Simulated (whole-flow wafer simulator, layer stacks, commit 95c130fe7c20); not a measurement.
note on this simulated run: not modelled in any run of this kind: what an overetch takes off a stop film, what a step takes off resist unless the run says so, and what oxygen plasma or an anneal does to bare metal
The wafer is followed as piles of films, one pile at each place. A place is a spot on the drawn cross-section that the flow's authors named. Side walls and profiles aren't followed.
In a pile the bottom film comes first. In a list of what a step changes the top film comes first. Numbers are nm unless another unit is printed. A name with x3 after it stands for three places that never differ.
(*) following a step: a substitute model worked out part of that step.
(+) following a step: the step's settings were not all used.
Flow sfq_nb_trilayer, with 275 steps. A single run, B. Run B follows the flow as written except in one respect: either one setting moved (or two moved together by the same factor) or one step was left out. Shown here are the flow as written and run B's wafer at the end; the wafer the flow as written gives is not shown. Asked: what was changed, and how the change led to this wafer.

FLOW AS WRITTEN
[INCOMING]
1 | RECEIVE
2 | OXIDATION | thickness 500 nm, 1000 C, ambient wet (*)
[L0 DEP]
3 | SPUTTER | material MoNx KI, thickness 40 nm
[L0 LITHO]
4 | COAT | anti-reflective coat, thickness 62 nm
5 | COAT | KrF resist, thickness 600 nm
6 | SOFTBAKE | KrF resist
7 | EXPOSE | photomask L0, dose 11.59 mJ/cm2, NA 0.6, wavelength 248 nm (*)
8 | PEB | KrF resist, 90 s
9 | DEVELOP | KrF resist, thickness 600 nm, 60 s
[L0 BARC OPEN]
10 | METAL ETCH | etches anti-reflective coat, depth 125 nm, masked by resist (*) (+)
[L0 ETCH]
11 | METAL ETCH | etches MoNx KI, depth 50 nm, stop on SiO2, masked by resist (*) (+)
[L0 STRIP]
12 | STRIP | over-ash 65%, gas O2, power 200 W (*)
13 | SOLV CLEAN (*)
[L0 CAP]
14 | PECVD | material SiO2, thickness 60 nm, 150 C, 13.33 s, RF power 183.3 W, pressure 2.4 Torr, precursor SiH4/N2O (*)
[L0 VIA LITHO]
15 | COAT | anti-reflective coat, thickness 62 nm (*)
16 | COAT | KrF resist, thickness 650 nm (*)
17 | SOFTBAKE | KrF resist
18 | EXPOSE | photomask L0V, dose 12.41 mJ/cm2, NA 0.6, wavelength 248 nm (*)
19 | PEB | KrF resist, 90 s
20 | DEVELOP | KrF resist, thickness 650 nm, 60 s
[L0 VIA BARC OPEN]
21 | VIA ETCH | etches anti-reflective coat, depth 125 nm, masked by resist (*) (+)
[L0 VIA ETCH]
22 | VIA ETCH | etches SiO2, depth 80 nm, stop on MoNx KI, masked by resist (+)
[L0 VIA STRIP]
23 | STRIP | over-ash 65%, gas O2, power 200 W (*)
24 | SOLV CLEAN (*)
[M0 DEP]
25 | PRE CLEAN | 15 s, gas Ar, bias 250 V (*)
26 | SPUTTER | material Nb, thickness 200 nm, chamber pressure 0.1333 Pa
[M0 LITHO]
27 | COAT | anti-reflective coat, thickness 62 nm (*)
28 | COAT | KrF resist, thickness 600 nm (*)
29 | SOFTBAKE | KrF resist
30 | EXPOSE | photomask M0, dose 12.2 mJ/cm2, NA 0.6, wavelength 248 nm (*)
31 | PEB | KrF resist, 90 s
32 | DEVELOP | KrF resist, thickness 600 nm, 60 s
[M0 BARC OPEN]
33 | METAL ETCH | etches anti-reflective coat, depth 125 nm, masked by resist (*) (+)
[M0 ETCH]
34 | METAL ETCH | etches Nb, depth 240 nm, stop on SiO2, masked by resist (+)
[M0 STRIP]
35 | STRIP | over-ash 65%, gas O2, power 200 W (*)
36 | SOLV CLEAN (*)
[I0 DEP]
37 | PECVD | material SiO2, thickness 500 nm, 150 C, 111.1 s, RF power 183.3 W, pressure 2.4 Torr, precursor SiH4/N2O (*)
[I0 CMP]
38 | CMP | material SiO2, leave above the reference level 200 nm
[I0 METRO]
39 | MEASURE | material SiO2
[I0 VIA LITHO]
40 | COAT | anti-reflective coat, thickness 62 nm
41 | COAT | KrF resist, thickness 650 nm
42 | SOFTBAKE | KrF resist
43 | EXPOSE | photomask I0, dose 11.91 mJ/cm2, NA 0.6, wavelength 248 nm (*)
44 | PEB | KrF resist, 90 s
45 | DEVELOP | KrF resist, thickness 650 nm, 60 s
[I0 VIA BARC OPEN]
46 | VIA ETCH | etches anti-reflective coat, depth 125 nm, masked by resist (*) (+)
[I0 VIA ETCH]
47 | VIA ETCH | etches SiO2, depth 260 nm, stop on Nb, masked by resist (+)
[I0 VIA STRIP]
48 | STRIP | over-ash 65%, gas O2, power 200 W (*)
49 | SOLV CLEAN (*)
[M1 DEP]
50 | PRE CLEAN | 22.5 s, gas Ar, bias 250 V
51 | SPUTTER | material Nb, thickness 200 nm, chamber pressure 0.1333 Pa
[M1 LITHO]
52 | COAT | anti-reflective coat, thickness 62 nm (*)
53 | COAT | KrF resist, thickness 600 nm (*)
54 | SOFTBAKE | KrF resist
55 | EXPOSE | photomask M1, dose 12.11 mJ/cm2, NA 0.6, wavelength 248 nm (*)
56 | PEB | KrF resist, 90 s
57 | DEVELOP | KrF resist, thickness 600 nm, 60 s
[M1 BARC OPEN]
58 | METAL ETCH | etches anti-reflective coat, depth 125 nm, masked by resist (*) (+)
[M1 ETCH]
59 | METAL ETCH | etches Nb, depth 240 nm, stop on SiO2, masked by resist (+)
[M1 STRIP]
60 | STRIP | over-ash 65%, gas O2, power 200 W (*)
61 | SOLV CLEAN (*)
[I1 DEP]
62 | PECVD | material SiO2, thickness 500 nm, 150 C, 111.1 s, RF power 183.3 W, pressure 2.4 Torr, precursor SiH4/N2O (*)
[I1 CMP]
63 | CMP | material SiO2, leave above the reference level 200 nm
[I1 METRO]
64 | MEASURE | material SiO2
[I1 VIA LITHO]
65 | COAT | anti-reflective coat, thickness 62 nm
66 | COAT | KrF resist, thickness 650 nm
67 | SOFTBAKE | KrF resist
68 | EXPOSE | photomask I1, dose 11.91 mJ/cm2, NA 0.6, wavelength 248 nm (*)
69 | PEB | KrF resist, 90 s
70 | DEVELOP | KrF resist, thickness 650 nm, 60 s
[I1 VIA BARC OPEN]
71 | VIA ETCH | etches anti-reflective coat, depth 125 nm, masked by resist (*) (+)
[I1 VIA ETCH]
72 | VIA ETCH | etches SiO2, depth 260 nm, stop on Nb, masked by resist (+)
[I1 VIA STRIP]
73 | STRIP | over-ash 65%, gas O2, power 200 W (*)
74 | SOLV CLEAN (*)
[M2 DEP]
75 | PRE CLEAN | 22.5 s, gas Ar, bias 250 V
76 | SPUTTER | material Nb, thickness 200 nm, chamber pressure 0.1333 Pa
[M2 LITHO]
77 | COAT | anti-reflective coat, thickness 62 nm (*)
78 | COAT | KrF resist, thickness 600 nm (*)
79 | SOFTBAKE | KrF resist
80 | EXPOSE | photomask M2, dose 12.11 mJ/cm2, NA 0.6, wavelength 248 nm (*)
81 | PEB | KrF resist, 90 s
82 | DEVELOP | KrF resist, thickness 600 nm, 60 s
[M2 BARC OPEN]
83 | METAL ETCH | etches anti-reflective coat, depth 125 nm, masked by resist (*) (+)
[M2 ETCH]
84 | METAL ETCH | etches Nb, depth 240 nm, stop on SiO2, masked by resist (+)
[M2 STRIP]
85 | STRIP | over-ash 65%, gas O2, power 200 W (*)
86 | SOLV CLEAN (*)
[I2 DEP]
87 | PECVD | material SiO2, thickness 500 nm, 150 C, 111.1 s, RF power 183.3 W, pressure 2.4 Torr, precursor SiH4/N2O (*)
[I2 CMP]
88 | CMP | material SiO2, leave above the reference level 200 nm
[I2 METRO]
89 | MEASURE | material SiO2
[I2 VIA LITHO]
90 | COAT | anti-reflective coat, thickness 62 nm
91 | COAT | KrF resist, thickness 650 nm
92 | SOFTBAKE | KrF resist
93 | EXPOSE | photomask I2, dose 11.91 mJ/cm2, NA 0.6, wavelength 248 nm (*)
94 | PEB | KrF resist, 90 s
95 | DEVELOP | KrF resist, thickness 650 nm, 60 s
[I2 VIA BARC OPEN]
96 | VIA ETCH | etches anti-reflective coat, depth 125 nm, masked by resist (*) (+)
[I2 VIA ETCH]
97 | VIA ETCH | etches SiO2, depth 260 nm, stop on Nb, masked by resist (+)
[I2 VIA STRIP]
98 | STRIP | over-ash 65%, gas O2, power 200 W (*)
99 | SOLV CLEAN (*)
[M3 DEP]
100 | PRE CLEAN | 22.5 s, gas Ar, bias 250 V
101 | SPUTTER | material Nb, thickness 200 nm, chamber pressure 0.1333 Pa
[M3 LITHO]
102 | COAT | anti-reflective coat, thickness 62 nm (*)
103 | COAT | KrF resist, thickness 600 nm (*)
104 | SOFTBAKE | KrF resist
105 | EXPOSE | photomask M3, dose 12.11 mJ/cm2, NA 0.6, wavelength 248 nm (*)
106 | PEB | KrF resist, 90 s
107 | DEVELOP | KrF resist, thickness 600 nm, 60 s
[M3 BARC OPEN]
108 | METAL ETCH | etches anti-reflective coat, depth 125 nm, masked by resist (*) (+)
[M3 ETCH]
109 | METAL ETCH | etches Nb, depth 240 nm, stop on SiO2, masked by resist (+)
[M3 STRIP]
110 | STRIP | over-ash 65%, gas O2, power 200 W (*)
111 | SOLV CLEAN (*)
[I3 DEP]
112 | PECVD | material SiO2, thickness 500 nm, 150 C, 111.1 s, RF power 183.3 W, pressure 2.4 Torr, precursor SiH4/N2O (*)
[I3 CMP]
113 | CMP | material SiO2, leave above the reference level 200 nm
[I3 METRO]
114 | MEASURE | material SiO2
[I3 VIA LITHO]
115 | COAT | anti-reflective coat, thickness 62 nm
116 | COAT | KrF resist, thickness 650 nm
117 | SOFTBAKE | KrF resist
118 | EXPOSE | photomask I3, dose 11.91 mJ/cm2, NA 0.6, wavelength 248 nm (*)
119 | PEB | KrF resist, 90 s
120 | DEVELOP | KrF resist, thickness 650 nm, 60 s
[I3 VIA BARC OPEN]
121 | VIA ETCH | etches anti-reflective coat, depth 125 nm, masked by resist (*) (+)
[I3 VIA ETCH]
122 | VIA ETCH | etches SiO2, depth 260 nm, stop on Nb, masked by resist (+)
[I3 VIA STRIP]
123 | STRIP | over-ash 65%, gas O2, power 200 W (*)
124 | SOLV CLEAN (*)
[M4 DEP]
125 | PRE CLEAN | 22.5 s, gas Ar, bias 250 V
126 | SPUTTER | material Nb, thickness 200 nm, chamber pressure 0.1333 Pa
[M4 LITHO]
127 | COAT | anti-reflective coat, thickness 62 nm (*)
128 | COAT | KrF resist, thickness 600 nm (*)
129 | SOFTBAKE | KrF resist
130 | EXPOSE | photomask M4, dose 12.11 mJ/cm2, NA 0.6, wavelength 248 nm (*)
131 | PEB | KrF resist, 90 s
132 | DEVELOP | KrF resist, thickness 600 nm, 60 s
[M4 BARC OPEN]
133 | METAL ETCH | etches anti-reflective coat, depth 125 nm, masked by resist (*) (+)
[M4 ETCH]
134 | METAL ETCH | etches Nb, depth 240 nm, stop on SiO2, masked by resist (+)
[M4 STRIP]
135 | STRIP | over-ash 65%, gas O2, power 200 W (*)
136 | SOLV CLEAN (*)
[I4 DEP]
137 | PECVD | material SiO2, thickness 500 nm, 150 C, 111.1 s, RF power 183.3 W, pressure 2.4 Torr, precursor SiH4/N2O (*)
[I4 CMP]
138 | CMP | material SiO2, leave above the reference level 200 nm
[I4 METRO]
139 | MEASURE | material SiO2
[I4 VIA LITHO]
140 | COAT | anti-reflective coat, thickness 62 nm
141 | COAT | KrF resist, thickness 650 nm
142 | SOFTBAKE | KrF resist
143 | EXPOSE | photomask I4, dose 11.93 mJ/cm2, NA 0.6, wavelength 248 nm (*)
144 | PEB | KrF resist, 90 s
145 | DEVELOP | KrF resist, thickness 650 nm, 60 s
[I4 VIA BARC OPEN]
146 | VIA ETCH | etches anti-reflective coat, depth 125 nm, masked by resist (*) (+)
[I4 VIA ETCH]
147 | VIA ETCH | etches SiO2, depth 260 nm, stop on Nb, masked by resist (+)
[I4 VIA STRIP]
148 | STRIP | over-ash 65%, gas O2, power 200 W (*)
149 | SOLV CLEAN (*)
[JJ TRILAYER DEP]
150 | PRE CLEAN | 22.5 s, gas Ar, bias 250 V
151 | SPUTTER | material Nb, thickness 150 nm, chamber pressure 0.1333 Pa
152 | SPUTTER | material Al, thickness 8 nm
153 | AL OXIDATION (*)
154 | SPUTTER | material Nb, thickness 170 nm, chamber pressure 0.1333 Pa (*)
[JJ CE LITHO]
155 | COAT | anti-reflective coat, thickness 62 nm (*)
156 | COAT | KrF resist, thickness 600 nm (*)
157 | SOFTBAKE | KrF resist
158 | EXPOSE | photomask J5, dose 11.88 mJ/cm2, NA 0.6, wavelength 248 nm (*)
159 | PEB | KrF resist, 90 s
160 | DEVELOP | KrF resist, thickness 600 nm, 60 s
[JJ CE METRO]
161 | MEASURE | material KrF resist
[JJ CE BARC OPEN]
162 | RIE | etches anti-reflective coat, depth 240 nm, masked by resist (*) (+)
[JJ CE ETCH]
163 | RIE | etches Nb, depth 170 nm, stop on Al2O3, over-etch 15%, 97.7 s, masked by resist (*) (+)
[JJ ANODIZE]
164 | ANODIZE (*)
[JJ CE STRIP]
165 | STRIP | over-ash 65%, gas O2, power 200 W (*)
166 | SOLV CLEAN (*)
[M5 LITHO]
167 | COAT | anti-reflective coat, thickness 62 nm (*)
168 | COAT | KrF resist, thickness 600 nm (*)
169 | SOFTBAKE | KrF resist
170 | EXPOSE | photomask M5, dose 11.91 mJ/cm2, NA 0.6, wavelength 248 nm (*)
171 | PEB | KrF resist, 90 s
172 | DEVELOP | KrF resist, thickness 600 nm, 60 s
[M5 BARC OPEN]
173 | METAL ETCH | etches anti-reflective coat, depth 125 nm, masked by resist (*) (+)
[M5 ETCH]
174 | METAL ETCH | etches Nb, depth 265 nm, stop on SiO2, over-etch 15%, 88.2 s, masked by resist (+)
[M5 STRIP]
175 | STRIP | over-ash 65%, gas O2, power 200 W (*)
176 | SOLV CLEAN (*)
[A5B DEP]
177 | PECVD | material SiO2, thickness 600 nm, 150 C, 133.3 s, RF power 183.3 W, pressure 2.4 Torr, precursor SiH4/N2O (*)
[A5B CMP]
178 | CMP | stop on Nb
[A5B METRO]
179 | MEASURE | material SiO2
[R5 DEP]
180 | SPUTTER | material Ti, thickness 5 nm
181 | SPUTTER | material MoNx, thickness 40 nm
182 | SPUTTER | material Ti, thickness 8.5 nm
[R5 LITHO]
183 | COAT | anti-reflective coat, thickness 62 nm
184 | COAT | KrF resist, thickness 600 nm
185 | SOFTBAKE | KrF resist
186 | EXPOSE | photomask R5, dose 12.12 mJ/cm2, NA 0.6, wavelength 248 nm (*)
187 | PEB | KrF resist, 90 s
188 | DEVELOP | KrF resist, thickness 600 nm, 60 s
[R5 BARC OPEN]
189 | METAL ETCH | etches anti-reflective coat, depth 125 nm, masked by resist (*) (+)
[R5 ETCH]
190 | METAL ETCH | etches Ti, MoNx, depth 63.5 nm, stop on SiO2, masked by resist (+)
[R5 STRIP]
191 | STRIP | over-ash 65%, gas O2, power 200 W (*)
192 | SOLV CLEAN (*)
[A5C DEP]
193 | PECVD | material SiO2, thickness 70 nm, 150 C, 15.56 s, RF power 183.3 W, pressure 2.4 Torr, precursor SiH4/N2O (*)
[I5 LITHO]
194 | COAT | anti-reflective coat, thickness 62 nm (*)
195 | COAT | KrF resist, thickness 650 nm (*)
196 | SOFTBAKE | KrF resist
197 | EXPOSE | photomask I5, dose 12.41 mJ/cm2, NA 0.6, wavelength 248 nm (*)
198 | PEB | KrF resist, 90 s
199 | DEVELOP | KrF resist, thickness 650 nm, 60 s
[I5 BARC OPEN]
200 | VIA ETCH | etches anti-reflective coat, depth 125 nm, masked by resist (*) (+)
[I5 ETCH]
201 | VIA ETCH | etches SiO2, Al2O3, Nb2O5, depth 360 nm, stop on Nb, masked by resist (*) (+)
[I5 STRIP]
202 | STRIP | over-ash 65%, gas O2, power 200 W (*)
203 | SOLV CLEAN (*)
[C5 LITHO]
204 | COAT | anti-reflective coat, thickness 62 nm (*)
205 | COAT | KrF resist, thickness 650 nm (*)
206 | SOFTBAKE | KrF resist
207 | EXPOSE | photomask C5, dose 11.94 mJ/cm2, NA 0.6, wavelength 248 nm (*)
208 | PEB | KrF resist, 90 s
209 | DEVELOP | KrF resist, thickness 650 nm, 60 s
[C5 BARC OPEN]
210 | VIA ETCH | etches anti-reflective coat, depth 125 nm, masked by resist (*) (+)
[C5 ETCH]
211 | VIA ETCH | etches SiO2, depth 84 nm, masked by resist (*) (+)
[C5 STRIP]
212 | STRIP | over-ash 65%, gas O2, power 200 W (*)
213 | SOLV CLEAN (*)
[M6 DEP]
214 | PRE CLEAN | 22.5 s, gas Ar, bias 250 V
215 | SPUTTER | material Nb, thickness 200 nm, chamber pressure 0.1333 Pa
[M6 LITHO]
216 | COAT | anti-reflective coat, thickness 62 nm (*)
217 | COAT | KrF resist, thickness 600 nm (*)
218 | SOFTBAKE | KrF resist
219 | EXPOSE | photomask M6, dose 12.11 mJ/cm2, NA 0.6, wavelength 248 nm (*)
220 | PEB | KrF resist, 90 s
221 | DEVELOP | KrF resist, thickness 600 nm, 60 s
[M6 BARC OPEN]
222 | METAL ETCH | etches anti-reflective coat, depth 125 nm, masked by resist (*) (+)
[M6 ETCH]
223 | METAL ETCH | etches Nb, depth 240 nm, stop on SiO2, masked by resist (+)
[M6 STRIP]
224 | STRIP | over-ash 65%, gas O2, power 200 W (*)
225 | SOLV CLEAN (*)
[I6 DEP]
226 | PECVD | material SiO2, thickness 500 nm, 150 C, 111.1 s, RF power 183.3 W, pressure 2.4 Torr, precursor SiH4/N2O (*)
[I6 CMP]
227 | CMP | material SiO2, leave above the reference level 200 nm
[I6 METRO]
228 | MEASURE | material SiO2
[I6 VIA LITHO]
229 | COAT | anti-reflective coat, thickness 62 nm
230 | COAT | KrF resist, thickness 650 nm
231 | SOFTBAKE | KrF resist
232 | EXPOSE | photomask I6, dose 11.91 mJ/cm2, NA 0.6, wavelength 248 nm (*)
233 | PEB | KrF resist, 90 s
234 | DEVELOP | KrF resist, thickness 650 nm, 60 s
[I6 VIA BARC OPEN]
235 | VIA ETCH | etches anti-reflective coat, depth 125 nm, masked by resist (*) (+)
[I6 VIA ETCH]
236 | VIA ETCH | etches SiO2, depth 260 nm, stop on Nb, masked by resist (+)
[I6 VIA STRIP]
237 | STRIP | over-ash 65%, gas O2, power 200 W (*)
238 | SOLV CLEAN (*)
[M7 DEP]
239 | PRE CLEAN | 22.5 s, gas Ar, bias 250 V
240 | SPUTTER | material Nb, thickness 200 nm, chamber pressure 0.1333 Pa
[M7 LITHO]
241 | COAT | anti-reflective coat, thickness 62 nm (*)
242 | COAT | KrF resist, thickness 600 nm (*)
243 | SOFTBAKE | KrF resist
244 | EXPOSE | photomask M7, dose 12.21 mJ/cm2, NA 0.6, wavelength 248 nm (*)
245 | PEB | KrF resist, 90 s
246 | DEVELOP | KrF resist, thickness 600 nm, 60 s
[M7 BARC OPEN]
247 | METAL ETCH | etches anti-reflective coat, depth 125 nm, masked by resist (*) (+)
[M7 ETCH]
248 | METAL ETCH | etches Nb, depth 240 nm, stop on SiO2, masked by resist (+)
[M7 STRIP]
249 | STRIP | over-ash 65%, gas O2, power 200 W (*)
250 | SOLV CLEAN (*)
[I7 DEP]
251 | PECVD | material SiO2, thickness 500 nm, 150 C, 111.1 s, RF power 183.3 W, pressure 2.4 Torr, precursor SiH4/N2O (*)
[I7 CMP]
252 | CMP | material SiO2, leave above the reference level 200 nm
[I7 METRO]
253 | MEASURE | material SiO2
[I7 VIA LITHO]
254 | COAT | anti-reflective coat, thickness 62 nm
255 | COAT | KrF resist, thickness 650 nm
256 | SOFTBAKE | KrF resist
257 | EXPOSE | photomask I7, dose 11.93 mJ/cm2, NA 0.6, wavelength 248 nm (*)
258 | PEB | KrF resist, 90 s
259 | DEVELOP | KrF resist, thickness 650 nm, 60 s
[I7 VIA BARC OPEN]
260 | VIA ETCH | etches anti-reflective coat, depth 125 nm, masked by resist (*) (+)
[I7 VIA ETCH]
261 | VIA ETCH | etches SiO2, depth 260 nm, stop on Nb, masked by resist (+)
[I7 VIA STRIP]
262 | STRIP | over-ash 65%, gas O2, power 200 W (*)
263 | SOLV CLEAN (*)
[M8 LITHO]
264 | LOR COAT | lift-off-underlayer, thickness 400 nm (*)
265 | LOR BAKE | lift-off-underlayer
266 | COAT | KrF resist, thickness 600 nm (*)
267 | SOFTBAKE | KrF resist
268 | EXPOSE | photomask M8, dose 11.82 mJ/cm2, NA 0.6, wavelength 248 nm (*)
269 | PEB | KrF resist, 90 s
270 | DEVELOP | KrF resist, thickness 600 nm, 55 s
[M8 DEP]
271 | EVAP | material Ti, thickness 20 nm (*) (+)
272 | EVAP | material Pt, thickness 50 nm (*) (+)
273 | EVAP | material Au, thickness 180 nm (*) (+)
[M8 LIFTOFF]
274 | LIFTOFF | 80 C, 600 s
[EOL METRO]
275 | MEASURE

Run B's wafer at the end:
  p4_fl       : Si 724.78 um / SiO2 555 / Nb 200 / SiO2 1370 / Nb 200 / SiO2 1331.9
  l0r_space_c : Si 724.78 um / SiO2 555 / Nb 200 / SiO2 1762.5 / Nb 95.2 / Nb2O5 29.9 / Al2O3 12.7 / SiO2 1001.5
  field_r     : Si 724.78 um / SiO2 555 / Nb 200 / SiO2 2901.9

The reason: step 151, SPUTTER: thickness 106 nm was run, though the flow has thickness 150 nm.

The path from the change to this, step by step:
  151 | SPUTTER | material Nb, thickness 150 nm, chamber pressure 0.1333 Pa
      field_l, v_sur, via_sp and 100 more: +106 Nb (new film) (in the flow as written it would be: +150 Nb (new film))
      via_wl, via_wr: +76.1 Nb (in the flow as written it would be: +130.4 Nb)
      (and at 1 other place as well)
  154 | SPUTTER | material Nb, thickness 170 nm, chamber pressure 0.1333 Pa (*)
      via_w: +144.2 Nb (new film) (in the flow as written it would be: +141 Nb (new film))
  155 | COAT | anti-reflective coat, thickness 62 nm (*)
      via_wl, via_wr: +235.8 anti-reflective coat (new film) (in the flow as written it would be: +209.4 anti-reflective coat (new film))
      via_w: +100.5 anti-reflective coat (new film) (in the flow as written it would be: +97.4 anti-reflective coat (new film))
  162 | RIE | etches anti-reflective coat, depth 240 nm, masked by resist (*) (+)
      ce_l, c5j, ce_r, wl_jj: -235.8 KrF resist (in the flow as written it would be: -209.4 KrF resist)
      via_wl, via_wr: -235.8 anti-reflective coat (all of it) (in the flow as written it would be: -209.4 anti-reflective coat (all of it))
      (and at 1 other place as well)
  163 | RIE | etches Nb, depth 170 nm, stop on Al2O3, over-etch 15%, 97.7 s, masked by resist (*) (+)
      via_w: -144.2 Nb (all of it), -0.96 Al2O3 (all of it) (in the flow as written it would be: -141 Nb (all of it), -0.96 Al2O3 (all of it))
  165 | STRIP | over-ash 65%, gas O2, power 200 W (*)
      c5j, ce_r: -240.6 KrF resist (all of it), -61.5 anti-reflective coat (all of it) (in the flow as written it would be: -266.9 KrF resist (all of it), -61.5 anti-reflective coat (all of it))
      ce_l: -240.5 KrF resist (all of it), -61.5 anti-reflective coat (all of it) (in the flow as written it would be: -266.8 KrF resist (all of it), -61.4 anti-reflective coat (all of it))
      (and at 1 other place as well)
  167 | COAT | anti-reflective coat, thickness 62 nm (*)
      via_wl: +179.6 anti-reflective coat (new film) (in the flow as written it would be: +170.5 anti-reflective coat (new film))
      via_w: +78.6 anti-reflective coat (new film) (in the flow as written it would be: +84.1 anti-reflective coat (new film))
      (and at 1 other place as well)
  174 | METAL ETCH | etches Nb, depth 265 nm, stop on SiO2, over-etch 15%, 88.2 s, masked by resist (+)
      field_l, r_sur, res and 50 more: -12.6 Al2O3 (all of it), -29.9 Nb2O5 (all of it), -95.2 Nb (all of it), -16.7 SiO2 (in the flow as written it would be: -12.6 Al2O3 (all of it), -29.9 Nb2O5 (all of it), -139.2 Nb (all of it), -12.3 SiO2)
  175 | STRIP | over-ash 65%, gas O2, power 200 W (*)
      via_wl: -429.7 KrF resist (all of it), -179.6 anti-reflective coat (all of it) (in the flow as written it would be: -427 KrF resist (all of it), -170.5 anti-reflective coat (all of it))
      via_w: -498.1 KrF resist (all of it), -78.6 anti-reflective coat (all of it) (in the flow as written it would be: -503.5 KrF resist (all of it), -84.1 anti-reflective coat (all of it))
      (and at 1 other place as well)
  177 | PECVD | material SiO2, thickness 600 nm, 150 C, 133.3 s, RF power 183.3 W, pressure 2.4 Torr, precursor SiH4/N2O (*)
      via_wl, via_wr: +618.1 SiO2 (new film) (in the flow as written it would be: +600 SiO2 (new film))
  178 | CMP | stop on Nb
      field_l, p4_fl, p4_fm and 39 more: -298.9 SiO2 (in the flow as written it would be: -259.3 SiO2)
      r_sur, res, r_end, moat, field_r, lsp_l: -298.9 SiO2 (in the flow as written it would be: -252.3 SiO2)
      (and at 8 other places as well)
